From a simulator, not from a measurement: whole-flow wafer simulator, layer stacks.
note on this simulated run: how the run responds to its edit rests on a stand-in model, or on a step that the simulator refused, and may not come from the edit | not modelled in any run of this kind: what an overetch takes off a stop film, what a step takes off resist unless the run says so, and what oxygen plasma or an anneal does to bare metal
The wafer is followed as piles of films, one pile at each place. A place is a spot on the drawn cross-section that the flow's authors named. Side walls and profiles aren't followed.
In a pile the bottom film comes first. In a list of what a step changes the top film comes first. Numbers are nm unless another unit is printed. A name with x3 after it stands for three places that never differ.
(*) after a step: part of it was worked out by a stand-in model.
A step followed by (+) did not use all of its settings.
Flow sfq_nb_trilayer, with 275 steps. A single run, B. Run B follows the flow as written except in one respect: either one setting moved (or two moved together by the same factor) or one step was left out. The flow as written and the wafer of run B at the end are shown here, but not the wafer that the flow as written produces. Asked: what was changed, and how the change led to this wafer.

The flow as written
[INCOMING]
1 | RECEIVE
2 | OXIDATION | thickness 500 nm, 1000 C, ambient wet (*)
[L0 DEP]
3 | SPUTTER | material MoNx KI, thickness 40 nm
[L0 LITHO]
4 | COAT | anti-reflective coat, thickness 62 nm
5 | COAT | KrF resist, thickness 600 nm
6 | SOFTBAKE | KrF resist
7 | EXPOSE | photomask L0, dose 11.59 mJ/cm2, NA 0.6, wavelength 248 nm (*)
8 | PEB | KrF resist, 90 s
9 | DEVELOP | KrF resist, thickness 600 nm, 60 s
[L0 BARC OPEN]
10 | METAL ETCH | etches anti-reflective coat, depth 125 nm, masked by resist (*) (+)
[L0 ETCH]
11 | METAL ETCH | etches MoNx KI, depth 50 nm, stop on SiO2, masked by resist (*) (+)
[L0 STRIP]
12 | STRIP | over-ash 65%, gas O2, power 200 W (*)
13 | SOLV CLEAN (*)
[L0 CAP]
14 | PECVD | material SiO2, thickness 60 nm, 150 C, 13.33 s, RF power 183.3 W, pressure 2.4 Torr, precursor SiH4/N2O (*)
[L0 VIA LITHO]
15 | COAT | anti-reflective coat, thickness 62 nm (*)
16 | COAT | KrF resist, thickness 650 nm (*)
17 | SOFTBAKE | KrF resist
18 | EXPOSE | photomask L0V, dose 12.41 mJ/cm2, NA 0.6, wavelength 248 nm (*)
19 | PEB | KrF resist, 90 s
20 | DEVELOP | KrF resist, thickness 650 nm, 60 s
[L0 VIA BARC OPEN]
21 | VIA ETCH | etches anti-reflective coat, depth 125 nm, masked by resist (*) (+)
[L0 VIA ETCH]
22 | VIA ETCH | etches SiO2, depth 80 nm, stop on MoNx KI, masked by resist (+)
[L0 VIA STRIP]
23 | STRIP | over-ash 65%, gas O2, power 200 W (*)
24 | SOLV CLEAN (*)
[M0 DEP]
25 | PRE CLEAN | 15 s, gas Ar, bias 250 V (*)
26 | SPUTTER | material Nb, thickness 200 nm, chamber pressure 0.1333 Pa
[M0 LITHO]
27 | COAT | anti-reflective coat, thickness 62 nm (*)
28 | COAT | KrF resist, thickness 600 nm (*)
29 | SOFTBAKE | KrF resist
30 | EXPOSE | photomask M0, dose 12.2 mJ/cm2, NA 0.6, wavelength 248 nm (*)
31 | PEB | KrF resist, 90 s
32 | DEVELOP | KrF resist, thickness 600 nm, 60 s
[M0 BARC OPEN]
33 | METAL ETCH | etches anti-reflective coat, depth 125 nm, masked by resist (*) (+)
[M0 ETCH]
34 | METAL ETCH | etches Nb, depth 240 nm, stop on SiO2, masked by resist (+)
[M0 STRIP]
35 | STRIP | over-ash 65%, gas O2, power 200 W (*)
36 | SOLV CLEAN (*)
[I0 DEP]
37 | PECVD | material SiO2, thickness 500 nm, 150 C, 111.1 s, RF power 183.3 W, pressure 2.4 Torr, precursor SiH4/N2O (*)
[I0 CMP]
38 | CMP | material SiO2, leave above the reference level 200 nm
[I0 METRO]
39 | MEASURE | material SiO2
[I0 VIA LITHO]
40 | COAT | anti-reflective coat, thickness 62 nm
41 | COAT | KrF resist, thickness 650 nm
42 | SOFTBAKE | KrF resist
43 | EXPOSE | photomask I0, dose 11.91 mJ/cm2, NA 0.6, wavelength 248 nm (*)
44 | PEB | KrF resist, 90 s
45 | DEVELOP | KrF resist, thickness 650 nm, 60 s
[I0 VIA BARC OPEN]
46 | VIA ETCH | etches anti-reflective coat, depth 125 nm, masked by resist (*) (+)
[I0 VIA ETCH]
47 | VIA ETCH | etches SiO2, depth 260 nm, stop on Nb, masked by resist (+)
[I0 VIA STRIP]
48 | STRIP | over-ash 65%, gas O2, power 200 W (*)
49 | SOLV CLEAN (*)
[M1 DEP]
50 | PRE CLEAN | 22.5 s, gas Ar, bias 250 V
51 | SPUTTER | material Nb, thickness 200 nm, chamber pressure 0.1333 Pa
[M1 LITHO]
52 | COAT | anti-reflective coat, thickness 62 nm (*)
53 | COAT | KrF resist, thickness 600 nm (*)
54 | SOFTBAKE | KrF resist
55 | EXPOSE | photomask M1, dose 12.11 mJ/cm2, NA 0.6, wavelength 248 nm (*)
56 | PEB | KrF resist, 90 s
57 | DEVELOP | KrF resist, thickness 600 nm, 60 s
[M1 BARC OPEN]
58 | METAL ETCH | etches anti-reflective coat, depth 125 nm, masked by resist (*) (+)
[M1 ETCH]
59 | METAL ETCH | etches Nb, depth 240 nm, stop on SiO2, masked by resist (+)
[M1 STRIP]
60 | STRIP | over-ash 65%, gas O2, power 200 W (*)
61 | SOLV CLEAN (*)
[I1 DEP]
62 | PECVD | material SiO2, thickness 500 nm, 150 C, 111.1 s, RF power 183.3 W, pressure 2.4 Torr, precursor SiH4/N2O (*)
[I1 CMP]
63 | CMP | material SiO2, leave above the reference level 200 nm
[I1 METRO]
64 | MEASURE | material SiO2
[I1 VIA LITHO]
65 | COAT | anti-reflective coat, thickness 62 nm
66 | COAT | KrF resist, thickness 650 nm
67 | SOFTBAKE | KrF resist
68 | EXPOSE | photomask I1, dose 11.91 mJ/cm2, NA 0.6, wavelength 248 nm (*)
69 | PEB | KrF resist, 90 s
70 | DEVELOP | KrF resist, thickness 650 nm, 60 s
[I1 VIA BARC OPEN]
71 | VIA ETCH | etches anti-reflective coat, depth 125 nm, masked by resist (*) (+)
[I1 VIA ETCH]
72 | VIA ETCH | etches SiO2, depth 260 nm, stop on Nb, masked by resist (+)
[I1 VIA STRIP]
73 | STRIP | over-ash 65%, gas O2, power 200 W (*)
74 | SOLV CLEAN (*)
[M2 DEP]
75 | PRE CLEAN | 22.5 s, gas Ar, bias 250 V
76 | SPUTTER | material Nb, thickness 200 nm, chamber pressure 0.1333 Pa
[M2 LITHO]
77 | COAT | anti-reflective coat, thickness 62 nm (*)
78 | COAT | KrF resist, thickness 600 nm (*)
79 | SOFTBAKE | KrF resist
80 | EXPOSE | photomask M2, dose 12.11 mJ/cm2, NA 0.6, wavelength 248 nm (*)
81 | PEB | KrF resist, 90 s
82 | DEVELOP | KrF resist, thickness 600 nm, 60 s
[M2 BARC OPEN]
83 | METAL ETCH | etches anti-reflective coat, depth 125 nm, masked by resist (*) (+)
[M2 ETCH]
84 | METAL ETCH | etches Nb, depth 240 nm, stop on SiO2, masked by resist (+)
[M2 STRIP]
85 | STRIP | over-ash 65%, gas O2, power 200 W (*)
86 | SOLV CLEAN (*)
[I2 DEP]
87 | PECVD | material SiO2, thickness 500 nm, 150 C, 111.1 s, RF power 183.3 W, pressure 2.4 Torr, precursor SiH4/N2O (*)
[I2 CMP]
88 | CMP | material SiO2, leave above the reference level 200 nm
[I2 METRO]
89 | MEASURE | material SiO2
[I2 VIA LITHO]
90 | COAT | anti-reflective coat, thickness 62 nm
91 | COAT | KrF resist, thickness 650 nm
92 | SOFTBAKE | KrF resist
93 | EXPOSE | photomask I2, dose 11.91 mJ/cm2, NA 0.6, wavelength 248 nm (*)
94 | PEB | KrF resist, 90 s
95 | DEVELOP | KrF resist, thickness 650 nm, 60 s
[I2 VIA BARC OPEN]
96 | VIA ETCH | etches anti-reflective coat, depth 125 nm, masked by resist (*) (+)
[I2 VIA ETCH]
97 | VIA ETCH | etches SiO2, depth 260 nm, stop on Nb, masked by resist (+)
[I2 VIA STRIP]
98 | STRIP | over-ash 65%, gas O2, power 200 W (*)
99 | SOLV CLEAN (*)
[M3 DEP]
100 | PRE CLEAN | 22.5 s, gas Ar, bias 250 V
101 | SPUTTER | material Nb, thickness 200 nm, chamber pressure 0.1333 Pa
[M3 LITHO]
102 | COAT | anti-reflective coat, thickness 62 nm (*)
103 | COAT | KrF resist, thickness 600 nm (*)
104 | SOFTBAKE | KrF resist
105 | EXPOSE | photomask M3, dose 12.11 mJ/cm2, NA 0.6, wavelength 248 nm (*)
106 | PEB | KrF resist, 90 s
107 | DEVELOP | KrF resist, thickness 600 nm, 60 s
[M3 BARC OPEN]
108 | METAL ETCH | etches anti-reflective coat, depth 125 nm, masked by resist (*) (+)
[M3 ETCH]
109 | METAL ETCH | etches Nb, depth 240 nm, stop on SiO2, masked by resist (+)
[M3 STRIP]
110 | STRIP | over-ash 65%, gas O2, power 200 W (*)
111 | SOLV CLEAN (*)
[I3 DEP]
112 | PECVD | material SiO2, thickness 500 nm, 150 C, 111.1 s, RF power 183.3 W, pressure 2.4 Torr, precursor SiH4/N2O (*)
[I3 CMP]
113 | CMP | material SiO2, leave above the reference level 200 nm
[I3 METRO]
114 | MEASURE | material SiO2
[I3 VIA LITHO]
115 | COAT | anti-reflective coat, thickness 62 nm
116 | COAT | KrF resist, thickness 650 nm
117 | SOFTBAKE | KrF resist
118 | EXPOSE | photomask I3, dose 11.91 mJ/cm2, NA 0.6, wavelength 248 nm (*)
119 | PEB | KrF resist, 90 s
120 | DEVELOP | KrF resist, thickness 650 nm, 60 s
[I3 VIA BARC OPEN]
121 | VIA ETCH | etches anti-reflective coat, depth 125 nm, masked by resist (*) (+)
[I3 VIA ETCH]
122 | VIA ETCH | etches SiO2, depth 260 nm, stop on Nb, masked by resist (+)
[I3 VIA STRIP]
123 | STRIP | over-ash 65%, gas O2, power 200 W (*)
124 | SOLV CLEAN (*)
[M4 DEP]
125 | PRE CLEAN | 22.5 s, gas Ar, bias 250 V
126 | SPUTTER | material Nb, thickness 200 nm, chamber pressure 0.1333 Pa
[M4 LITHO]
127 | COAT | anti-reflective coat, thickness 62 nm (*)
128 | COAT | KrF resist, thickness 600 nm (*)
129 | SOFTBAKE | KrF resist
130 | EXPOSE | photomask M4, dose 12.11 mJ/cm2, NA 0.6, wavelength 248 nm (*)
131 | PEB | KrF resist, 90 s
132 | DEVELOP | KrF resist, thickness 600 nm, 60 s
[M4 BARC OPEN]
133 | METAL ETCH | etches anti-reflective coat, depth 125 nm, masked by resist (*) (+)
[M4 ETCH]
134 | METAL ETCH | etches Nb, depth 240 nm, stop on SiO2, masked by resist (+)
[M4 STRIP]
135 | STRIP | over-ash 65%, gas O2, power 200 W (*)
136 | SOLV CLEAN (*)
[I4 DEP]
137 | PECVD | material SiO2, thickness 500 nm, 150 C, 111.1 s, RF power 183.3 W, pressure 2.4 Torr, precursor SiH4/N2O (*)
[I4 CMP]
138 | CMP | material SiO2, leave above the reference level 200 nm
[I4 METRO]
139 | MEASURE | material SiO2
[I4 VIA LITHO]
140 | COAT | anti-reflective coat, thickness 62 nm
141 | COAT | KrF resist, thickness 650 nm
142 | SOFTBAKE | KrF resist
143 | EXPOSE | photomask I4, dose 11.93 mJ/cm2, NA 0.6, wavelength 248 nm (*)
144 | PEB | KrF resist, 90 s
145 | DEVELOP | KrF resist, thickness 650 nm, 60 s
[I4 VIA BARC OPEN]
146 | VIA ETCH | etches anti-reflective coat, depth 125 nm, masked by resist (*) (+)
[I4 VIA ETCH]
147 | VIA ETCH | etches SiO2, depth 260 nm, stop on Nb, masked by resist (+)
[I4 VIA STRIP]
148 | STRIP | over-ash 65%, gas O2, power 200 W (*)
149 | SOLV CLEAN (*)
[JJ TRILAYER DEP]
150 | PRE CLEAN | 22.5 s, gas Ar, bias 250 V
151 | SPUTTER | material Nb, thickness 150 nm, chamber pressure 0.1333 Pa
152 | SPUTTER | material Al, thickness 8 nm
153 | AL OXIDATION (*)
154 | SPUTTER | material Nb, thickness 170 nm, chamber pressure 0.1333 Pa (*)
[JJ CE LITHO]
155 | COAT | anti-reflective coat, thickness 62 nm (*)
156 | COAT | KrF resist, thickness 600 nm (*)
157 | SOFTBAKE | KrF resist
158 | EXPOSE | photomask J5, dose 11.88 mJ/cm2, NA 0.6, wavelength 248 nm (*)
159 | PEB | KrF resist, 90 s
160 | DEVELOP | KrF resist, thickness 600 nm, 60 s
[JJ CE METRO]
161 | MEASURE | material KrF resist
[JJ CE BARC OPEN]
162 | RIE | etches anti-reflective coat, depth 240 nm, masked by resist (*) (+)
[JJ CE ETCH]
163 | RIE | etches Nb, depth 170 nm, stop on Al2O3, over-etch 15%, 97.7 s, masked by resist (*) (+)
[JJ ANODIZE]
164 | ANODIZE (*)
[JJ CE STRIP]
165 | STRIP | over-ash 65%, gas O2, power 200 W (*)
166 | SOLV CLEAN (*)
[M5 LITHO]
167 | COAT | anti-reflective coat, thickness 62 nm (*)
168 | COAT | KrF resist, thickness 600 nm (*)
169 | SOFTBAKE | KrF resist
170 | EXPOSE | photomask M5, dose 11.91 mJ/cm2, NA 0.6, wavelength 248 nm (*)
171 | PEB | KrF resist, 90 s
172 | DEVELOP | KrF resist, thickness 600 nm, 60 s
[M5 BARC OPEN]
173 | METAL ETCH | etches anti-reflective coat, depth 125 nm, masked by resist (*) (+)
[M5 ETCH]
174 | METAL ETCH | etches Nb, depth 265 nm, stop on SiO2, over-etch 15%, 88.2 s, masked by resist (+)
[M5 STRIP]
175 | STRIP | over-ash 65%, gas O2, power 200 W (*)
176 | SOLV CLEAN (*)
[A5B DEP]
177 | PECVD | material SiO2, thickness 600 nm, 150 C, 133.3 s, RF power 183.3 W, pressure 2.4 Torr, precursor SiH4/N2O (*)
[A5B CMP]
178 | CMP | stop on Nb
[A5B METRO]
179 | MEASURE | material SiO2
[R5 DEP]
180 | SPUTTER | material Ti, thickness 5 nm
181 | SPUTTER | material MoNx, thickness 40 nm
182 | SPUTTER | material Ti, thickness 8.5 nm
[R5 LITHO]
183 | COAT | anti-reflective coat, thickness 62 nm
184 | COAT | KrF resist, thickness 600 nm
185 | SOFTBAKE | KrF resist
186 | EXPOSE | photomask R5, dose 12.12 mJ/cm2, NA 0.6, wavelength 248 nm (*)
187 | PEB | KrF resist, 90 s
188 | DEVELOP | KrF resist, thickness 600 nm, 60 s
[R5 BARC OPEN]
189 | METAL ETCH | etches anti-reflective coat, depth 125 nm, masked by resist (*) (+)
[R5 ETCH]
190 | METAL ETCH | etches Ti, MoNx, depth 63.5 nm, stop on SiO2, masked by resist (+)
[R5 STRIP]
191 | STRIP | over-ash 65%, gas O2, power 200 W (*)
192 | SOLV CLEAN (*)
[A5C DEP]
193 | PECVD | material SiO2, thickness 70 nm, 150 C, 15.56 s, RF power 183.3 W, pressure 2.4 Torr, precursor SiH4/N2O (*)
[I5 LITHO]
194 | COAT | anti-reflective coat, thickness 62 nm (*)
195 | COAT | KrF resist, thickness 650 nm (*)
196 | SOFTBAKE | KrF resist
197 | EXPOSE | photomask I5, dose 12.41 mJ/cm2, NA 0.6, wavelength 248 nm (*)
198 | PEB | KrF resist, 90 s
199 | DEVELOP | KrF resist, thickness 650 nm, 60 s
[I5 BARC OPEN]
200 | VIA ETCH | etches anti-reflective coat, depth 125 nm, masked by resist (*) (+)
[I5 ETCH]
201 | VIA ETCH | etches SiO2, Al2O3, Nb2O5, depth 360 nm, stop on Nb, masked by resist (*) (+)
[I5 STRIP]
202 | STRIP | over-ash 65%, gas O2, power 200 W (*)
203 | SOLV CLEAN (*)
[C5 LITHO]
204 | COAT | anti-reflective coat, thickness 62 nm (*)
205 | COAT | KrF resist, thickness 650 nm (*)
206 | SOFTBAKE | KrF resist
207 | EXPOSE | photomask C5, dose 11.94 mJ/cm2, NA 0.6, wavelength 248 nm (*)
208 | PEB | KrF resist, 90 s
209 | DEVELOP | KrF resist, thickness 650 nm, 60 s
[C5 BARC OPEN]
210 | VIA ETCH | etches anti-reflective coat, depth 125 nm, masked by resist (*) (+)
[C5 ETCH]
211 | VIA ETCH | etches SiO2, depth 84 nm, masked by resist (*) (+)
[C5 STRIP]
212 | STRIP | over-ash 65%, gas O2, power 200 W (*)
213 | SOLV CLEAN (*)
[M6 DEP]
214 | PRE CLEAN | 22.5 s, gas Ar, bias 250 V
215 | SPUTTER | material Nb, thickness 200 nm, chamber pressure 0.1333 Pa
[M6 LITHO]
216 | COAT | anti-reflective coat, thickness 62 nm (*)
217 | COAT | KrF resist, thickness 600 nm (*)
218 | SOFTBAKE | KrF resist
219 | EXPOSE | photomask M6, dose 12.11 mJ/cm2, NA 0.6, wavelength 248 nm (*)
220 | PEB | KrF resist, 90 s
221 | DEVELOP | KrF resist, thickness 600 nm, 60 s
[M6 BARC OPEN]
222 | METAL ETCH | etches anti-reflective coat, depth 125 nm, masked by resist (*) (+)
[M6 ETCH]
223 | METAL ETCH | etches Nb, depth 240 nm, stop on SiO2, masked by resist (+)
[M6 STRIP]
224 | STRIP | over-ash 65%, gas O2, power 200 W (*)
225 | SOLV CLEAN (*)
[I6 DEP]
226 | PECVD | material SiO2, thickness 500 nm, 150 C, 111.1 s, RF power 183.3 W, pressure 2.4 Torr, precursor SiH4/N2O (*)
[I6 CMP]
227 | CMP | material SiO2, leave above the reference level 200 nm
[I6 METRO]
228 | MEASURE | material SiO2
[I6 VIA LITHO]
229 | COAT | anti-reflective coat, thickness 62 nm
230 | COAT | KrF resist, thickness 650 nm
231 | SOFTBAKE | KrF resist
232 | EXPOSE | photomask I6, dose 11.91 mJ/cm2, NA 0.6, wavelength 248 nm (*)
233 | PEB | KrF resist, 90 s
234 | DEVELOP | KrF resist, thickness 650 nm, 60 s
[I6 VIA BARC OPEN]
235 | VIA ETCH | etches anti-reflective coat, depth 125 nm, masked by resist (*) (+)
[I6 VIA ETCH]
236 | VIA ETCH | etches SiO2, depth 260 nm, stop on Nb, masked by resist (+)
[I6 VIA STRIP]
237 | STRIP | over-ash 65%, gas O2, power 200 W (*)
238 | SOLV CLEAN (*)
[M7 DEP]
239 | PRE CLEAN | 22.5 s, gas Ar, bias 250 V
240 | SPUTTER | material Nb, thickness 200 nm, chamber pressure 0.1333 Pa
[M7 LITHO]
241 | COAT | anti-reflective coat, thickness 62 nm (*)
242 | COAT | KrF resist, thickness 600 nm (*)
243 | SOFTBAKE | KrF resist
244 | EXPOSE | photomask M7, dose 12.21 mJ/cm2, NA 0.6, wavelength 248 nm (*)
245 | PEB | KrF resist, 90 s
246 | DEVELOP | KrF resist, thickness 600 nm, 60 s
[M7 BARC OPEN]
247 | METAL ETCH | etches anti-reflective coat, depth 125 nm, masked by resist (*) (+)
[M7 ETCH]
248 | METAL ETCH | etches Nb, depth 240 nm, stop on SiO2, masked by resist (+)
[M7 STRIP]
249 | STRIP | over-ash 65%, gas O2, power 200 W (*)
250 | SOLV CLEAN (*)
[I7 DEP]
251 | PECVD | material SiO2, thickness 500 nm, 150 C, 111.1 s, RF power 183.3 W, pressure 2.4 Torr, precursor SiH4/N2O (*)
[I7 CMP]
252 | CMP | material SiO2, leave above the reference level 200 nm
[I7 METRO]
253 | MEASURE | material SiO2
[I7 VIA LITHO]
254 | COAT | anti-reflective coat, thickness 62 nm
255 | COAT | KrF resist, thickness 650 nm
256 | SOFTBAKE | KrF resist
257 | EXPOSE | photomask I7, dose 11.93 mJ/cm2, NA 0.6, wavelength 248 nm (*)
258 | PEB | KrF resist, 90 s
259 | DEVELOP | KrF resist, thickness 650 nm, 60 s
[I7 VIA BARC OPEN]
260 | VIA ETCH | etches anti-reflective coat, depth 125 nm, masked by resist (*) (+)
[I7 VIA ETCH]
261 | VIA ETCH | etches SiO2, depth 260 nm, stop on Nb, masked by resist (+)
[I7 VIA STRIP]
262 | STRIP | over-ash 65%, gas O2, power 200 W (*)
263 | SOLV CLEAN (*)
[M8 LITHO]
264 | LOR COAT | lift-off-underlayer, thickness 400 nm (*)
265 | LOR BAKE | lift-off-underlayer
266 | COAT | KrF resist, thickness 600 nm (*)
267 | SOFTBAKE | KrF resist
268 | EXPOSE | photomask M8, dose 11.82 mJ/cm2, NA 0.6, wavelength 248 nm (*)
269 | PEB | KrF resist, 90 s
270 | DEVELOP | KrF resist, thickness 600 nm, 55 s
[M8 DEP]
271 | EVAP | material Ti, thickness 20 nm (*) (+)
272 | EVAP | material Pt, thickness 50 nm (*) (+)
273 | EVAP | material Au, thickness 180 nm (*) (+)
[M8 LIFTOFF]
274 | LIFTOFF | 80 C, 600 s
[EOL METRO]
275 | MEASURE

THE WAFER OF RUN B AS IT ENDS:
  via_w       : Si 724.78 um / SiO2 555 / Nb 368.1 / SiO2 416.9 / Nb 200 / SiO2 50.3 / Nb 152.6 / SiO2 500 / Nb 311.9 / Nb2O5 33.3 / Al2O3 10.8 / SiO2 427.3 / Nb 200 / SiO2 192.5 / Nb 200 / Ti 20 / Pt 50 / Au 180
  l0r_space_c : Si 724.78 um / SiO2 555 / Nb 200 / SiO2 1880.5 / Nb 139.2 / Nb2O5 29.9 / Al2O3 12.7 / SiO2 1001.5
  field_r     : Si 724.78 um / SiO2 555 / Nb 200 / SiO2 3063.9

The reason: step 88, CMP: leave above the reference level 318 nm was run, though the flow has leave above the reference level 200 nm.

The path from the change to this, step by step:
  88 | CMP | material SiO2, leave above the reference level 200 nm
      field_l, be, be_sur and 81 more: nothing (as written it would have been: -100 SiO2)
      v_sur, via_wl, via_w and 18 more: -182 SiO2 (as written it would have been: -300 SiO2)
      (also at 1 further place)
  90 | COAT | anti-reflective coat, thickness 62 nm
      m0r_space_l, m0r_space_r, m6r_space_l, m6r_space_r, m7r_space_l, m7r_space_r: +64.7 anti-reflective coat (new film) (as written it would have been: +62 anti-reflective coat (new film))
      via_wl, via_w, via_wr, via_sp, via_v: +60.6 anti-reflective coat (new film) (as written it would have been: +62 anti-reflective coat (new film))
      (also at 25 further places)
  96 | VIA ETCH | etches anti-reflective coat, depth 125 nm, masked by resist (*) (+)
      field_l, v_sur, via_wl and 102 more: -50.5 KrF resist (as written it would have been: -51.7 KrF resist)
      via_w: -60.6 anti-reflective coat (all of it), -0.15 SiO2 (as written it would have been: -62 anti-reflective coat (all of it), -0.16 SiO2)
  97 | VIA ETCH | etches SiO2, depth 260 nm, stop on Nb, masked by resist (+)
      via_w: -260 SiO2 (as written it would have been: -199.8 SiO2 (all of it))
  98 | STRIP | over-ash 65%, gas O2, power 200 W (*)
      m0r_space_l, m0r_space_r, m6r_space_l, m6r_space_r, m7r_space_l, m7r_space_r: -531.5 KrF resist (all of it), -64.7 anti-reflective coat (all of it) (as written it would have been: -528.6 KrF resist (all of it), -62 anti-reflective coat (all of it))
      m5r_space_l, m5r_space_r: -531.5 KrF resist (all of it), -63.6 anti-reflective coat (all of it) (as written it would have been: -528.6 KrF resist (all of it), -62 anti-reflective coat (all of it))
      (also at 27 further places)
  100 | PRE CLEAN | 22.5 s, gas Ar, bias 250 V
      via_w: -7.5 SiO2 (as written it would have been: -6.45 Nb)
  101 | SPUTTER | material Nb, thickness 200 nm, chamber pressure 0.1333 Pa
      via_w: +152.6 Nb (new film) (as written it would have been: +165.5 Nb)
  102 | COAT | anti-reflective coat, thickness 62 nm (*)
      m0r_space_l, m0r_space_r, m6r_space_l, m6r_space_r, m7r_space_l, m7r_space_r: +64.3 anti-reflective coat (new film) (as written it would have been: +62 anti-reflective coat (new film))
      wl_d_sl, wl_d_sr: +65.1 anti-reflective coat (new film) (as written it would have been: +62 anti-reflective coat (new film))
      (also at 24 further places)
  103 | COAT | KrF resist, thickness 600 nm (*)
      via_w: +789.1 KrF resist (new film) (as written it would have been: +737.9 KrF resist (new film))
  108 | METAL ETCH | etches anti-reflective coat, depth 125 nm, masked by resist (*) (+)
      m0r_space_l, m0r_space_r, m6r_space_l, m6r_space_r, m7r_space_l, m7r_space_r: -64.3 anti-reflective coat (all of it) (as written it would have been: -62 anti-reflective coat (all of it))
      wl_d_sl, wl_d_sr: -65.1 anti-reflective coat (all of it) (as written it would have been: -62 anti-reflective coat (all of it))
      (also at 15 further places)
  110 | STRIP | over-ash 65%, gas O2, power 200 W (*)
      v_sur: -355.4 KrF resist (all of it), -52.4 anti-reflective coat (all of it) (as written it would have been: -365.3 KrF resist (all of it), -61.1 anti-reflective coat (all of it))
      via_wl: -375.1 KrF resist (all of it), -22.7 anti-reflective coat (all of it) (as written it would have been: -384.2 KrF resist (all of it), -34.2 anti-reflective coat (all of it))
      (also at 8 further places)
  112 | PECVD | material SiO2, thickness 500 nm, 150 C, 111.1 s, RF power 183.3 W, pressure 2.4 Torr, precursor SiH4/N2O (*)
      via_w: +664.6 SiO2 (new film) (as written it would have been: +615 SiO2 (new film))
  113 | CMP | material SiO2, leave above the reference level 200 nm
      field_l, be, be_sur and 64 more: -82 SiO2 (as written it would have been: -100 SiO2)
      p4_w1, p4_w2, p4_w3 and 6 more: -282 SiO2 (as written it would have been: -300 SiO2)
      (also at 9 further places)
Taking metal films that touch as one body, via_w has 6 bodies (between them, from the top down: SiO2 192.5; SiO2 427.3 / Al2O3 10.8 / Nb2O5 33.3; SiO2 500; SiO2 50.3; SiO2 416.9); the flow as written gives 5 bodies (between them, from the top down: SiO2 192.5; SiO2 427.3 / Al2O3 10.8 / Nb2O5 33.3; SiO2 425.9; SiO2 416.9).
